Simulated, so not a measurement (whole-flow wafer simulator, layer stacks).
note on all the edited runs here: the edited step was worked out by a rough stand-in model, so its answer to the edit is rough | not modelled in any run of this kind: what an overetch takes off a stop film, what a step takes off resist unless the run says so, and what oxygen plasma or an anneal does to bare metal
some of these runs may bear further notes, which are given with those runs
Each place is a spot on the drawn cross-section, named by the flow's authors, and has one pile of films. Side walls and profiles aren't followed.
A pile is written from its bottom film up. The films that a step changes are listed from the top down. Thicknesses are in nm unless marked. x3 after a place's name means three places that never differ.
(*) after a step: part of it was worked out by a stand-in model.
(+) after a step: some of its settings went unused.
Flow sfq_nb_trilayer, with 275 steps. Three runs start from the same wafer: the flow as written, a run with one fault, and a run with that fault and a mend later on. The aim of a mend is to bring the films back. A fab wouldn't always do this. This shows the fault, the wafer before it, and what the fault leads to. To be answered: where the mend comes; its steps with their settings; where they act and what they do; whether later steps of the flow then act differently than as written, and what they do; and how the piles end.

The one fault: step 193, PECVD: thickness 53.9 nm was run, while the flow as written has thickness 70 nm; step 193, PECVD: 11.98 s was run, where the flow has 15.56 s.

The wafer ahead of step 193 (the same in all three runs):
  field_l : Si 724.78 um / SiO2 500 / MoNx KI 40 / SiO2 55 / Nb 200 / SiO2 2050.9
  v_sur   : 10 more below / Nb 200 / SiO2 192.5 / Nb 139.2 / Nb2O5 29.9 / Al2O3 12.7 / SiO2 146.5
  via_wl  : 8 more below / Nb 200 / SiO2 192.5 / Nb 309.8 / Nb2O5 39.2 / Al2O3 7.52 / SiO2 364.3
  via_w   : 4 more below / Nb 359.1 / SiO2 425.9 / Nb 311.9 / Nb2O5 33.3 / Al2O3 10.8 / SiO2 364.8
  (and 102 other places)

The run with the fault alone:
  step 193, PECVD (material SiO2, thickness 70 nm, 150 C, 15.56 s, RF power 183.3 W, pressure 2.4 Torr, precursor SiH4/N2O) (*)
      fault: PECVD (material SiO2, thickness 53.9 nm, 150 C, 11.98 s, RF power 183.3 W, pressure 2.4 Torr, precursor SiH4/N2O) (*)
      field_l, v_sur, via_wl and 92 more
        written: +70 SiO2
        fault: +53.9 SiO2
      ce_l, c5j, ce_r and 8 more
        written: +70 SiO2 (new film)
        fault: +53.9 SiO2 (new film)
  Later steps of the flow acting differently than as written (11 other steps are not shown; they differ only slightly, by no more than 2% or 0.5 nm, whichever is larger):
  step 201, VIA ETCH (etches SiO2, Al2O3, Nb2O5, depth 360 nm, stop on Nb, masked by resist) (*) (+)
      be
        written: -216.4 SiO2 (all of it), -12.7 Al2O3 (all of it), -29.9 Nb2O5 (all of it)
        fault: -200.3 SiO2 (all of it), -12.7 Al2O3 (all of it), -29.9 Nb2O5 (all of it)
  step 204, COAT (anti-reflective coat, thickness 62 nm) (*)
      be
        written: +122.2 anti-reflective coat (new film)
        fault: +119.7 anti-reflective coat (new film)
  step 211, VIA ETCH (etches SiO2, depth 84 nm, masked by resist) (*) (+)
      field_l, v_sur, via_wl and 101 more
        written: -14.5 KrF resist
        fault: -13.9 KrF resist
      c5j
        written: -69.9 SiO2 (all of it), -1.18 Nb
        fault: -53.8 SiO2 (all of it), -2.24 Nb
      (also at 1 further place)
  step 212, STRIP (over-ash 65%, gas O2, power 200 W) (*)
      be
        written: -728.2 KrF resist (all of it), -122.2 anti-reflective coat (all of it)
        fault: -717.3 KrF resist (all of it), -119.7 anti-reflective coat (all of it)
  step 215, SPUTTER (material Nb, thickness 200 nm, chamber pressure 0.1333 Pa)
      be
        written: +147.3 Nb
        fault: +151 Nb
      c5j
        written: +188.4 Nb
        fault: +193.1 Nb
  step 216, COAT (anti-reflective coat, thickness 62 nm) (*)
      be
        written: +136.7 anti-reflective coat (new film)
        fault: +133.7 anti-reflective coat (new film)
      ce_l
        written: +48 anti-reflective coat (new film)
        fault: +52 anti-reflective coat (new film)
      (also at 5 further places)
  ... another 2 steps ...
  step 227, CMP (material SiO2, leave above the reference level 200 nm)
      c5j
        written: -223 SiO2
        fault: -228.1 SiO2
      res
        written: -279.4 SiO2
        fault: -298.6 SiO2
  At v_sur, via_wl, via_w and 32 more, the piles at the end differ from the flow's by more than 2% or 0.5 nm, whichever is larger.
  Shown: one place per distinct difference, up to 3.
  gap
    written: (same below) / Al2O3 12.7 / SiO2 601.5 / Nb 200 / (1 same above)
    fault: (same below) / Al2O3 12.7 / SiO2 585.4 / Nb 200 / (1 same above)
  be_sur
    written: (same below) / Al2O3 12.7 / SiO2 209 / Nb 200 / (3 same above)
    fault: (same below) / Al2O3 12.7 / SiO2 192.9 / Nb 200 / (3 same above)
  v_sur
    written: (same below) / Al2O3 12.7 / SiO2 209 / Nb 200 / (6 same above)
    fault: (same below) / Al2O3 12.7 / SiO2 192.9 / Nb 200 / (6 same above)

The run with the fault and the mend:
  After step 199 comes the mend.
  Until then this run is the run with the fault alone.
  step 199a, STRIP (over-ash 65%, gas O2, power 200 W) (*)
      p4_fl x3, p4_w1 x9, p4_g1 x2 and 33 more
        -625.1 KrF resist (all of it), -62 anti-reflective coat (all of it)
      wl_b_m5, wl_b_sr, wl_c_sl and 12 more
        -625 KrF resist (all of it), -62 anti-reflective coat (all of it)
      v_sur, via_wl, via_w
        -625.7 KrF resist (all of it), -62.2 anti-reflective coat (all of it)
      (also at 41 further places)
  step 199b, PECVD (material SiO2, thickness 16.1 nm, 150 C, 3.578 s, RF power 183.3 W, pressure 2.4 Torr, precursor SiH4/N2O) (*) (a further turn of the flow's step 193, with different settings)
      field_l, v_sur, via_wl and 103 more
        +16.1 SiO2
  step 199c, COAT (anti-reflective coat, thickness 62 nm) (*) (a further turn of the flow's step 194)
      p4_fl x3, p4_w1 x9, p4_g1 x2 and 50 more
        +62 anti-reflective coat (new film)
      via_wr, via_sp, via_v, wire, lsp_r, l0_sur, l0v
        +62.3 anti-reflective coat (new film)
      be, be_sur, gap, lsp_m, ln_m6
        +62.4 anti-reflective coat (new film)
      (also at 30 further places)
  step 199d, COAT (KrF resist, thickness 650 nm) (*) (a further turn of the flow's step 195)
      p4_fl x3, p4_w1 x9, p4_g1 x2 and 33 more
        +650 KrF resist (new film)
      wl_b_m5, wl_b_sr, wl_c_sl and 12 more
        +649.9 KrF resist (new film)
      v_sur, via_wl, via_w
        +650.6 KrF resist (new film)
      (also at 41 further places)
  step 199e, SOFTBAKE (KrF resist) (a further turn of the flow's step 196)
      leaves every film unchanged at each place that is followed
  step 199f, EXPOSE (photomask I5, dose 12.41 mJ/cm2, NA 0.6, wavelength 248 nm) (*) (a further turn of the flow's step 197)
      leaves every film unchanged at each place that is followed
  step 199g, PEB (KrF resist, 90 s) (a further turn of the flow's step 198)
      field_l, v_sur, via_wl and 87 more
        -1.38 KrF resist
      jj_sur, ce_l, sp_r, moat, field_r, wl_jj
        -1.39 KrF resist
      be_r, r_sur, res, r_end
        -1.33 KrF resist
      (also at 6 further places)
  step 199h, DEVELOP (KrF resist, thickness 650 nm, 60 s) (a further turn of the flow's step 199)
      field_l, v_sur, via_wl and 102 more
        -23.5 KrF resist
      be
        -649.8 KrF resist (all of it)
  Every later step of the flow that is run acts as written, at every place that is followed, to within 2% or 0.5 nm, whichever is larger.
  The piles end the same as the flow's at every place that both follow.
